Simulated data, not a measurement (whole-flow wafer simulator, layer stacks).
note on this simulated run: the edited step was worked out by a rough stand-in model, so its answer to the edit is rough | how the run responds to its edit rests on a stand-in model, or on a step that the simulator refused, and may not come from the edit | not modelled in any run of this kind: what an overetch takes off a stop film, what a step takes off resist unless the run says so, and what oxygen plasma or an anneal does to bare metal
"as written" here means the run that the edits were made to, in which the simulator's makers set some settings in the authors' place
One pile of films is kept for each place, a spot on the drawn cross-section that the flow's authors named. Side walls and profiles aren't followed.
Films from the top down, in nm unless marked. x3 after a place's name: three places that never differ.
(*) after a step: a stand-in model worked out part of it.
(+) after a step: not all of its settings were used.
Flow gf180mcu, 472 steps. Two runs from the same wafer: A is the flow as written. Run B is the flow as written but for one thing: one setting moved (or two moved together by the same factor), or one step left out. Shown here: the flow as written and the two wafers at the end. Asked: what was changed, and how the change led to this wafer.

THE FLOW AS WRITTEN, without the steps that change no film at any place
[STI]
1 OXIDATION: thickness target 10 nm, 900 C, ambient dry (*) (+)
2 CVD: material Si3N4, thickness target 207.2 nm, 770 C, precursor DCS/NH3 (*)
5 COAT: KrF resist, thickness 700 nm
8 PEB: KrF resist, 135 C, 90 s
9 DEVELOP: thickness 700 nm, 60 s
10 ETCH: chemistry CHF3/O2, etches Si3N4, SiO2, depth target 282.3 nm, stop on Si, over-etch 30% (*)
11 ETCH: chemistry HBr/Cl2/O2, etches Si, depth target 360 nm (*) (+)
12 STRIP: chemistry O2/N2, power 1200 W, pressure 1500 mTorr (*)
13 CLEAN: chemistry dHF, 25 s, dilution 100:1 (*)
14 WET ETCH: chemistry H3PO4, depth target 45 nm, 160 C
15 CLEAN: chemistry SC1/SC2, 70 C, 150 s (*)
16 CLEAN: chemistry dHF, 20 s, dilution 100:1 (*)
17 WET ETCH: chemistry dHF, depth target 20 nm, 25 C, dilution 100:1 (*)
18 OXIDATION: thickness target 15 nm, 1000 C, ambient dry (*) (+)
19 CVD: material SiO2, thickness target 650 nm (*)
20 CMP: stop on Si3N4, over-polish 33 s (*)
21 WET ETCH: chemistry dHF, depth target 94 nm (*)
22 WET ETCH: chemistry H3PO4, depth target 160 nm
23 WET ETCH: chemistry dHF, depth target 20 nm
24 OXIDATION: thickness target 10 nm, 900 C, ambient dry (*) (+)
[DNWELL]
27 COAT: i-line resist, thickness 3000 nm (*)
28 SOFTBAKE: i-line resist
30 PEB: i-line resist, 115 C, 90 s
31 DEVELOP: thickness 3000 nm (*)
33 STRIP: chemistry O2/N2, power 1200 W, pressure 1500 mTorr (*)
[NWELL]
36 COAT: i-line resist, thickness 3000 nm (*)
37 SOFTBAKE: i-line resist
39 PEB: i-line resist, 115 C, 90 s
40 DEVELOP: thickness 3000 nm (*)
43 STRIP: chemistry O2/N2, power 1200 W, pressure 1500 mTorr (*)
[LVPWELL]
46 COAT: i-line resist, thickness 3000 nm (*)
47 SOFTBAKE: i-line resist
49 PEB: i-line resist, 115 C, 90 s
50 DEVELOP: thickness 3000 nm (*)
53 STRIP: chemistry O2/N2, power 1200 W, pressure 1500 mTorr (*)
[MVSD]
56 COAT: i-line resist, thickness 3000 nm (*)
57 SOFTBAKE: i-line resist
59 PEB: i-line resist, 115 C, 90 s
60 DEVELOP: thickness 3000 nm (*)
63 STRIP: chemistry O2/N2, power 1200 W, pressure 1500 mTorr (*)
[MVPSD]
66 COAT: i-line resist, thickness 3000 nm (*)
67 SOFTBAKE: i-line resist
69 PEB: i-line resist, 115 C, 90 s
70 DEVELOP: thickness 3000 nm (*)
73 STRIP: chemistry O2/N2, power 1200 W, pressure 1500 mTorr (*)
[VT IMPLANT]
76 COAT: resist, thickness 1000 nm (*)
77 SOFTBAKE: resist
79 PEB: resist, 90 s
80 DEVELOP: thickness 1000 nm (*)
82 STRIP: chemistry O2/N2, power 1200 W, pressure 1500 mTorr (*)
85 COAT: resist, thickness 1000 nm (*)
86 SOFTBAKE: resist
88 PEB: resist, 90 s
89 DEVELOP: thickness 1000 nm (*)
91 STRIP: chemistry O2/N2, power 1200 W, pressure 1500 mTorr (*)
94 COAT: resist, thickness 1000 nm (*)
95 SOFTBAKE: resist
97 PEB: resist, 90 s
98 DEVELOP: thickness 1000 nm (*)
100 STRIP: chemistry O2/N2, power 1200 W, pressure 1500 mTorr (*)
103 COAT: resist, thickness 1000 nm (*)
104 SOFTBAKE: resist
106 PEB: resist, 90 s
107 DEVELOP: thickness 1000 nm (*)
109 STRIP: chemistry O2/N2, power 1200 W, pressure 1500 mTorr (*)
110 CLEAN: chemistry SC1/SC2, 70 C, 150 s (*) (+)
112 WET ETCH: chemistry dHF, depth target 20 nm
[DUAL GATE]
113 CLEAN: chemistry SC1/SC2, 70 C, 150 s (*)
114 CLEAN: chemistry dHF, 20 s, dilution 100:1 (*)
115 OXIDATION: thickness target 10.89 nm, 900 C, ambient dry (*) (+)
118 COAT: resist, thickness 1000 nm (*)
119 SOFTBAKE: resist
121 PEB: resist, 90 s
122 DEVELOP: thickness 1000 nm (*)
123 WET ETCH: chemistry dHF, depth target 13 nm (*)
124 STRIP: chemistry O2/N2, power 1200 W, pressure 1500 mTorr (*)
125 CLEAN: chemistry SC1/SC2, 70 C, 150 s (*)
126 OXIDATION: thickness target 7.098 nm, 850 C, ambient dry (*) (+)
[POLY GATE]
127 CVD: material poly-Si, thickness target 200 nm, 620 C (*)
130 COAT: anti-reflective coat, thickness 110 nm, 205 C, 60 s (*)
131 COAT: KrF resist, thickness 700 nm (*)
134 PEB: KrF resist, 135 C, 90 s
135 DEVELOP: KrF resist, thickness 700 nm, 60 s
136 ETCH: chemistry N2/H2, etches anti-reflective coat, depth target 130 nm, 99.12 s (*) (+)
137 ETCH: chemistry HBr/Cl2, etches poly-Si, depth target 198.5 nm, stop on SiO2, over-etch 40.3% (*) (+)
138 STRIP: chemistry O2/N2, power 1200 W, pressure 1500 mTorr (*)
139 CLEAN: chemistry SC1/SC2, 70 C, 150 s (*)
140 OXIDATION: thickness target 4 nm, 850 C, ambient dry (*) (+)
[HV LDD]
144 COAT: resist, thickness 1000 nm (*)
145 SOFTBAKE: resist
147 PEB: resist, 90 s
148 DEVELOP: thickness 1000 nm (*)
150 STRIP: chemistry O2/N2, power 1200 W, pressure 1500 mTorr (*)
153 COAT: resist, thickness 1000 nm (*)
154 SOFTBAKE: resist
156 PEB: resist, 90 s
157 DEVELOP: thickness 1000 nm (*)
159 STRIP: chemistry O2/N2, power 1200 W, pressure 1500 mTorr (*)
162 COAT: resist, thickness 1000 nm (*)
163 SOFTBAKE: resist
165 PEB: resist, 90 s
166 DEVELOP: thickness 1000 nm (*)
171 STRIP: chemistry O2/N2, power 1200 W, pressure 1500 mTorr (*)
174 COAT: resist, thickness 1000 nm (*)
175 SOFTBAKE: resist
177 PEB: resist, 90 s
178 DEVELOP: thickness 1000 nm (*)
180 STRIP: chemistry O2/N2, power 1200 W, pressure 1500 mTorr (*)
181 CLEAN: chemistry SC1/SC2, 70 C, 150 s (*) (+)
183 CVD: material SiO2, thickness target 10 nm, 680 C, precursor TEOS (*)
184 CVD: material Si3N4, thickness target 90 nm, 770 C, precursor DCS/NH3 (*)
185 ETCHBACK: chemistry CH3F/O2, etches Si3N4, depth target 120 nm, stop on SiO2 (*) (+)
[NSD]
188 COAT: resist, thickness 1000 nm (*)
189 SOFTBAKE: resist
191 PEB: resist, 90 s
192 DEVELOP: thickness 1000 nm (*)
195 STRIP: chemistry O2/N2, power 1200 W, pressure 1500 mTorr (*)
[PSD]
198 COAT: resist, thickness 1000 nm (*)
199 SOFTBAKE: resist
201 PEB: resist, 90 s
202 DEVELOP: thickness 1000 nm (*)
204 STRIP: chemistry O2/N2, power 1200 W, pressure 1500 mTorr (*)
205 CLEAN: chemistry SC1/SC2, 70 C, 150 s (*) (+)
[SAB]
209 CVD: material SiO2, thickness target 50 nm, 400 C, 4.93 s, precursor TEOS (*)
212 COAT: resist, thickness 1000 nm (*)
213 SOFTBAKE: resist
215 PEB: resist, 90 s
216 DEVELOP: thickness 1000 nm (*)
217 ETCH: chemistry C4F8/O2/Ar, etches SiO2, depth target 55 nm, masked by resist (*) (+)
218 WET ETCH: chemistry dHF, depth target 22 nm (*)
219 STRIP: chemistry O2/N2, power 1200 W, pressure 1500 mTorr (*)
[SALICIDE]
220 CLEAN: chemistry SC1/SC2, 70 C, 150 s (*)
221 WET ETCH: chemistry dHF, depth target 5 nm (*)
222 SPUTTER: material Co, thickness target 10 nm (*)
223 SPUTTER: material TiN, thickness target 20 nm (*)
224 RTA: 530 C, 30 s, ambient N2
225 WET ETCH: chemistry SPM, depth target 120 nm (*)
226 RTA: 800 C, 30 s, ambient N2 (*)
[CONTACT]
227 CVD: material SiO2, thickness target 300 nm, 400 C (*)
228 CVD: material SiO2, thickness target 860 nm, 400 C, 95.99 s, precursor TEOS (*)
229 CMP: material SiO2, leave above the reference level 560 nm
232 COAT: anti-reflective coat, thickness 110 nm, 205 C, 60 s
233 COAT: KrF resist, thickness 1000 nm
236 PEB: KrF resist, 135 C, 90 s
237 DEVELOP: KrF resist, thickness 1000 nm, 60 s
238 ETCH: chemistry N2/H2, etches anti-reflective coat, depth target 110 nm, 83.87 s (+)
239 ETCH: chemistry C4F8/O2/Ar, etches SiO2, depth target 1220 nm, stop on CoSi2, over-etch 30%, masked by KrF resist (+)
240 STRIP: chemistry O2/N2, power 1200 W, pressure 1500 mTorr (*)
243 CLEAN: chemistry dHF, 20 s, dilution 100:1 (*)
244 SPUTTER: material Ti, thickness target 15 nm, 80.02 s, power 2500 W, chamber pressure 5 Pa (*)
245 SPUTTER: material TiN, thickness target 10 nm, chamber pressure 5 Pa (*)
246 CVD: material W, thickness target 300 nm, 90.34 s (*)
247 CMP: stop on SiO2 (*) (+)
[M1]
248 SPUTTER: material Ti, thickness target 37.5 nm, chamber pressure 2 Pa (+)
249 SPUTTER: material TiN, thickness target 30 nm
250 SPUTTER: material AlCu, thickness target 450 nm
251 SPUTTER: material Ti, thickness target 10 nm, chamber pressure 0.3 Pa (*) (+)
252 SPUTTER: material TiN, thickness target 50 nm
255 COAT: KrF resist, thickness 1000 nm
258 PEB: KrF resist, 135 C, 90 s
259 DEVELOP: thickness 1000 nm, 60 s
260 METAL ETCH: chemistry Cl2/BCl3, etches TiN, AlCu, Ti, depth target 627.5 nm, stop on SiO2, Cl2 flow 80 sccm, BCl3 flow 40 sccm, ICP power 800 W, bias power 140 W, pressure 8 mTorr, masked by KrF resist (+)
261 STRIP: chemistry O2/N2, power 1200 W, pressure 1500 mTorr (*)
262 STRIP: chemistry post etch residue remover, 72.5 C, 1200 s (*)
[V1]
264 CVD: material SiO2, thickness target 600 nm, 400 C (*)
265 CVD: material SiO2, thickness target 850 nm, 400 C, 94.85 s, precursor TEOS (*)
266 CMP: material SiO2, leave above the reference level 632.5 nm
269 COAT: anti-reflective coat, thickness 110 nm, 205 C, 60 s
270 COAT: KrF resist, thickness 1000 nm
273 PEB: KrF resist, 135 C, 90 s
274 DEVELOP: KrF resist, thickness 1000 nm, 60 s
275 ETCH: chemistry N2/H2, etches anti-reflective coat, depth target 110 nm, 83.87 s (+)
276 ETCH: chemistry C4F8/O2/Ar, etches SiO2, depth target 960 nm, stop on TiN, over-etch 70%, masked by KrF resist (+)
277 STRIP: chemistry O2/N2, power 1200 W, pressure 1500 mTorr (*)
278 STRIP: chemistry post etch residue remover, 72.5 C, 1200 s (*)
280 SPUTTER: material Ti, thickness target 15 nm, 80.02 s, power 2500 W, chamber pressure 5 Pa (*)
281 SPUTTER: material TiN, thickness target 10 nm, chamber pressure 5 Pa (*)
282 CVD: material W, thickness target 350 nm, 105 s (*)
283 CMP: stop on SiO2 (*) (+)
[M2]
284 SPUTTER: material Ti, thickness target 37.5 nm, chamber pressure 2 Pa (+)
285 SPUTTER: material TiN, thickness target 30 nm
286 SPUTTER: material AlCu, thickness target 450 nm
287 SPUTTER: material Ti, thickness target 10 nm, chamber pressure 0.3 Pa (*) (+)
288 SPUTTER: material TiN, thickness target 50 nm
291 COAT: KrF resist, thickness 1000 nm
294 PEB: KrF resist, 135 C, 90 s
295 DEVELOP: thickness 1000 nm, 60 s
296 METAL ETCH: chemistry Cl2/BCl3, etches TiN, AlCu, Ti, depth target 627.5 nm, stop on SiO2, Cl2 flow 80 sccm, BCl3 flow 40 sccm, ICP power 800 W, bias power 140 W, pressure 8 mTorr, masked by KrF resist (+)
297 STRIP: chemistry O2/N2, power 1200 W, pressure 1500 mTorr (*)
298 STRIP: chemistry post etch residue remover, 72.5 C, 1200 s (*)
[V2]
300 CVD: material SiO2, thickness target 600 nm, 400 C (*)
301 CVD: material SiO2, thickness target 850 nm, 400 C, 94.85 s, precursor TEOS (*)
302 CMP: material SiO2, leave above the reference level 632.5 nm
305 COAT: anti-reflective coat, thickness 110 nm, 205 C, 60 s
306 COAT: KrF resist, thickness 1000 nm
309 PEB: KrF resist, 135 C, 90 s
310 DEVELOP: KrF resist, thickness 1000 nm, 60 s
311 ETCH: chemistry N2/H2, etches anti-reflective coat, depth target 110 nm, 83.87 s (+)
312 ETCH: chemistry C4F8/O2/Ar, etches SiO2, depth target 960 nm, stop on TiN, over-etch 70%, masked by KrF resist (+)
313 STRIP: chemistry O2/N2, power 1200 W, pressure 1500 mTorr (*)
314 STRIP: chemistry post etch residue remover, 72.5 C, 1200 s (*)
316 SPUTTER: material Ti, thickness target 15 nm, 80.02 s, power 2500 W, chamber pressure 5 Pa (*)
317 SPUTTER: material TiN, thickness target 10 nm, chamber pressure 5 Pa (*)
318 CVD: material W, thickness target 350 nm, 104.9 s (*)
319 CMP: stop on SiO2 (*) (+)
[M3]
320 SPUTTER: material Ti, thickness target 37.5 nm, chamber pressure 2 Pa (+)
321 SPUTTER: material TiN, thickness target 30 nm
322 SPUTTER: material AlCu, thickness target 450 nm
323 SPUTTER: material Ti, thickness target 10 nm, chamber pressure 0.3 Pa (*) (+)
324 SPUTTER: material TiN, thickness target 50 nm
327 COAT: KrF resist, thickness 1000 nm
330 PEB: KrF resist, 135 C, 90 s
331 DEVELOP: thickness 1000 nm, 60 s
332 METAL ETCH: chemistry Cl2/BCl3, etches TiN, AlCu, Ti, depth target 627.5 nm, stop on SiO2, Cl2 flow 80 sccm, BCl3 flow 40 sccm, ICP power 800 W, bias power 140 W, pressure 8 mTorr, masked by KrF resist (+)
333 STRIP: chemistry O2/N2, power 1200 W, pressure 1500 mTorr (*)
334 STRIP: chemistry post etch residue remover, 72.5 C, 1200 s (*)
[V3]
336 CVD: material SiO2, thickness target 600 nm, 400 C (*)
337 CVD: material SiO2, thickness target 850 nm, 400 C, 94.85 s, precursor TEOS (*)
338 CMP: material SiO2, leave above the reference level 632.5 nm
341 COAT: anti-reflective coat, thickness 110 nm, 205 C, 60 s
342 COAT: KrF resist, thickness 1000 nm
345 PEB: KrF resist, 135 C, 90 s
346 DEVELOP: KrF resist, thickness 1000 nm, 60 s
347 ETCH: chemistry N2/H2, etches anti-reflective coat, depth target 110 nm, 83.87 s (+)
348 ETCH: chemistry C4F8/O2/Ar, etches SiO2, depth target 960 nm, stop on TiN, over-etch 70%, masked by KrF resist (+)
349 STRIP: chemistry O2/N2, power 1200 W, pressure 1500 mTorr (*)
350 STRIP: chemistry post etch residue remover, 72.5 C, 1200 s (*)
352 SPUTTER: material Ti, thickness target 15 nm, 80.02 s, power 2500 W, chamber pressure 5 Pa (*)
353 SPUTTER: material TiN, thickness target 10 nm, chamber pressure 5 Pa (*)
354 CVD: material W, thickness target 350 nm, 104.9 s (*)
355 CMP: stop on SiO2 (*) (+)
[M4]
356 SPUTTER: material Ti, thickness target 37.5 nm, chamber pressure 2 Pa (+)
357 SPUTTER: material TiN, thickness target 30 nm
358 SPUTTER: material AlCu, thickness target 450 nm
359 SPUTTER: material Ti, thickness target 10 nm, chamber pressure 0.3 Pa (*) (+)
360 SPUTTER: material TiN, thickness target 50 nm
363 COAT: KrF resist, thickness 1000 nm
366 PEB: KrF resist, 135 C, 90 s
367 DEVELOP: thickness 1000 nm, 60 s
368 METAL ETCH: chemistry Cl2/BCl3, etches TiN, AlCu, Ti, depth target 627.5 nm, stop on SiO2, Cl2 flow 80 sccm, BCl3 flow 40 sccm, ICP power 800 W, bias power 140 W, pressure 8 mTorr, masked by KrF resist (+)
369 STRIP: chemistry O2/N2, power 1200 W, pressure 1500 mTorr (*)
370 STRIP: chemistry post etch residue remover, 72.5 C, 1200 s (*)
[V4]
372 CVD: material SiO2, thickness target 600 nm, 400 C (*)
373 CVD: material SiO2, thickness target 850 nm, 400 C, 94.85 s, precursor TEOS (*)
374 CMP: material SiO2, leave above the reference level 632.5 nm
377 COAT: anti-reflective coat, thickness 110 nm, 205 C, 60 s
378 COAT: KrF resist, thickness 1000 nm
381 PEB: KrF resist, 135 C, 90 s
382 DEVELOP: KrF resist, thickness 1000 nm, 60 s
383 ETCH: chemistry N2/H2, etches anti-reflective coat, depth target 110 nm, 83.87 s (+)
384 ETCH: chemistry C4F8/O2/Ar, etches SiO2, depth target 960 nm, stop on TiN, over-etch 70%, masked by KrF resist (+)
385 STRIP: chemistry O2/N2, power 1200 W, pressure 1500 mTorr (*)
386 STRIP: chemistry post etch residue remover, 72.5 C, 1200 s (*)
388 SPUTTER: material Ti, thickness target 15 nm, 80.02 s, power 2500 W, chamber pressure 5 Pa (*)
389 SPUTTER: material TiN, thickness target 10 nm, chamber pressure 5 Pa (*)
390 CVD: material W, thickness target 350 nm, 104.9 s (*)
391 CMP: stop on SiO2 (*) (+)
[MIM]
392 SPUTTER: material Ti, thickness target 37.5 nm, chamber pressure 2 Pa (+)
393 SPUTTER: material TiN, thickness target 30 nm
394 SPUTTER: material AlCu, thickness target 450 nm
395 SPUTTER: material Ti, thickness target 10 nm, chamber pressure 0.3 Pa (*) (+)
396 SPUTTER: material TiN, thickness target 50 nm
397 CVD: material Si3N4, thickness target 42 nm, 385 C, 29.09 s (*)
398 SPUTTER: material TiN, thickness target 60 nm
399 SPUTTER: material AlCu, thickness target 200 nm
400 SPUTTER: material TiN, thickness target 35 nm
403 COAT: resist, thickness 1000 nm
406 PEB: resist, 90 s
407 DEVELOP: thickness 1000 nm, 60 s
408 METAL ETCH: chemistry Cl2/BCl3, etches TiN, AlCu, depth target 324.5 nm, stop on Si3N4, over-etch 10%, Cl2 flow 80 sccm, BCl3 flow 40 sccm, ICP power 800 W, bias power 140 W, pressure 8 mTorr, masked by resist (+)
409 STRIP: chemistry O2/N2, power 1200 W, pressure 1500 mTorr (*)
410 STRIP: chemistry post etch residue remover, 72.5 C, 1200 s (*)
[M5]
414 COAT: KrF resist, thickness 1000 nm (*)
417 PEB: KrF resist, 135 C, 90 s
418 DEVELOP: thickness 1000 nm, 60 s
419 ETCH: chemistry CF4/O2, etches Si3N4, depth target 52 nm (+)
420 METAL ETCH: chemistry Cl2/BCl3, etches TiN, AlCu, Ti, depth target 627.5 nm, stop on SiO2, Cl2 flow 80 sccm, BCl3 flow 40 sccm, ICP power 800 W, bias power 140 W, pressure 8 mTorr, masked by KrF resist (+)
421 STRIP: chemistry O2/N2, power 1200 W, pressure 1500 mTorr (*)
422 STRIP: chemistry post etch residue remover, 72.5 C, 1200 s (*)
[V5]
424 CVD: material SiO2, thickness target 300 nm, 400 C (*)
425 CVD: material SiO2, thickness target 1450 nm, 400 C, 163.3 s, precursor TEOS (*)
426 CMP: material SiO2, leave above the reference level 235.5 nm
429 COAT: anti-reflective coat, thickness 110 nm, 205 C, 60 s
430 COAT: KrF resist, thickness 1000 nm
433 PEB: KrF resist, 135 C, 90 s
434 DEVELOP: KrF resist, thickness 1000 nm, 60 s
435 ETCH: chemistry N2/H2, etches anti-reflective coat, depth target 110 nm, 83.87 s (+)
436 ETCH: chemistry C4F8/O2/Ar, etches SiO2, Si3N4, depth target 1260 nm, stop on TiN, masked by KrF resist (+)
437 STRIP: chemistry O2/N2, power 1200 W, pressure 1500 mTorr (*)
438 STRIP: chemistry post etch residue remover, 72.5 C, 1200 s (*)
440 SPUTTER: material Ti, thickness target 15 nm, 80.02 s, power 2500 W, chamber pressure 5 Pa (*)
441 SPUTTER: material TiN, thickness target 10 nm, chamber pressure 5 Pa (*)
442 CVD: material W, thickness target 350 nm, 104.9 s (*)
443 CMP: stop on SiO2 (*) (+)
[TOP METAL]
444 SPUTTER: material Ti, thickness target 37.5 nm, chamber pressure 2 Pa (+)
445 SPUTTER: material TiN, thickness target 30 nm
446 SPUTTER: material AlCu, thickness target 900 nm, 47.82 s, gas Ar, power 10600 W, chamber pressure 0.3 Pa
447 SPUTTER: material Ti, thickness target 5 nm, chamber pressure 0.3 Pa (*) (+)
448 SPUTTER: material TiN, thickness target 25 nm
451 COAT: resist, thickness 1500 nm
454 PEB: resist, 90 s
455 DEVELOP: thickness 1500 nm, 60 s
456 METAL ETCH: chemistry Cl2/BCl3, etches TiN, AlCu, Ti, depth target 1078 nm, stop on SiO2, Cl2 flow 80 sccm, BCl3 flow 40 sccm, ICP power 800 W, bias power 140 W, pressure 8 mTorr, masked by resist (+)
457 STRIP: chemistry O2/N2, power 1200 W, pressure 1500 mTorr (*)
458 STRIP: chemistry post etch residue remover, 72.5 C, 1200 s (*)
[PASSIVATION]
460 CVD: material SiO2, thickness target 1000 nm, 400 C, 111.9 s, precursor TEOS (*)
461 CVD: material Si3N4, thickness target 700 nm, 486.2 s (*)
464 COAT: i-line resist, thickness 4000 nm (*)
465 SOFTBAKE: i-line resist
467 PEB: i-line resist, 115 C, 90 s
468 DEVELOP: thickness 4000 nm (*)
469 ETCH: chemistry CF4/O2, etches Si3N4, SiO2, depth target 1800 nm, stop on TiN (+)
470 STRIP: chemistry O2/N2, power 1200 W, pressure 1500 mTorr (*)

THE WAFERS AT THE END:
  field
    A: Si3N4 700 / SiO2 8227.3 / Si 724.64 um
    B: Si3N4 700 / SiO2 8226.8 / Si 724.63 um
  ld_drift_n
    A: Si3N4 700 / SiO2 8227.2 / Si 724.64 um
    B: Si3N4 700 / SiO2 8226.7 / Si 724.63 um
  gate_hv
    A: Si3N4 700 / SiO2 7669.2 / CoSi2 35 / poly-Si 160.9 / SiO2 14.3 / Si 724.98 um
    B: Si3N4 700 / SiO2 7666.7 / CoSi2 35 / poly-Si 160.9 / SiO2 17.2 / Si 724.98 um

The cause: step 115, OXIDATION: thickness target 14.15 nm was run, where the flow has thickness target 10.89 nm.

How the change led to this, step by step:
  115 OXIDATION: thickness target 10.89 nm, 900 C, ambient dry (*) (+)
      active, n_well, p_well and 40 more: A SiO2 +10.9 (new film), Si -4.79 | B SiO2 +14.2 (new film), Si -6.23
      sti, mim_1p0, pad and 19 more: A SiO2 +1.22, Si -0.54 | B SiO2 +1.85, Si -0.81
      (and at 27 more places)
  123 WET ETCH: chemistry dHF, depth target 13 nm (*)
      active, n_well, p_well and 12 more: A SiO2 -10.9 (all of it) | B SiO2 -13
  124 STRIP: chemistry O2/N2, power 1200 W, pressure 1500 mTorr (*)
      active, n_well, p_well and 12 more: A chemical SiO2 +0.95 (new film), Si -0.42 | B nothing
  126 OXIDATION: thickness target 7.098 nm, 850 C, ambient dry (*) (+)
      active, n_well, p_well and 12 more: A SiO2 +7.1 (new film), chemical SiO2 -0.76 (all of it), Si -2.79 | B SiO2 +6.29, Si -2.77
  189 SOFTBAKE: resist
      field__w9: A resist +1.85 | B resist -1.05
      active_nat: A resist +1.71 | B resist +2.72
  199 SOFTBAKE: resist
      field__w9: A resist +1.85 | B resist -1.05
      active_nat: A resist +1.71 | B resist +2.72
  218 WET ETCH: chemistry dHF, depth target 22 nm (*)
      ldn_tap, ldn_src, ldn_drn, ldp_tap, ldp_src, ldp_drn, ldp_gr: A SiO2 -16 (all of it) | B SiO2 -18.9 (all of it)
      ld_drn_n, ld_sd_p: A SiO2 -14.8 (all of it) | B SiO2 -17.7 (all of it)
      (and at 5 more places)
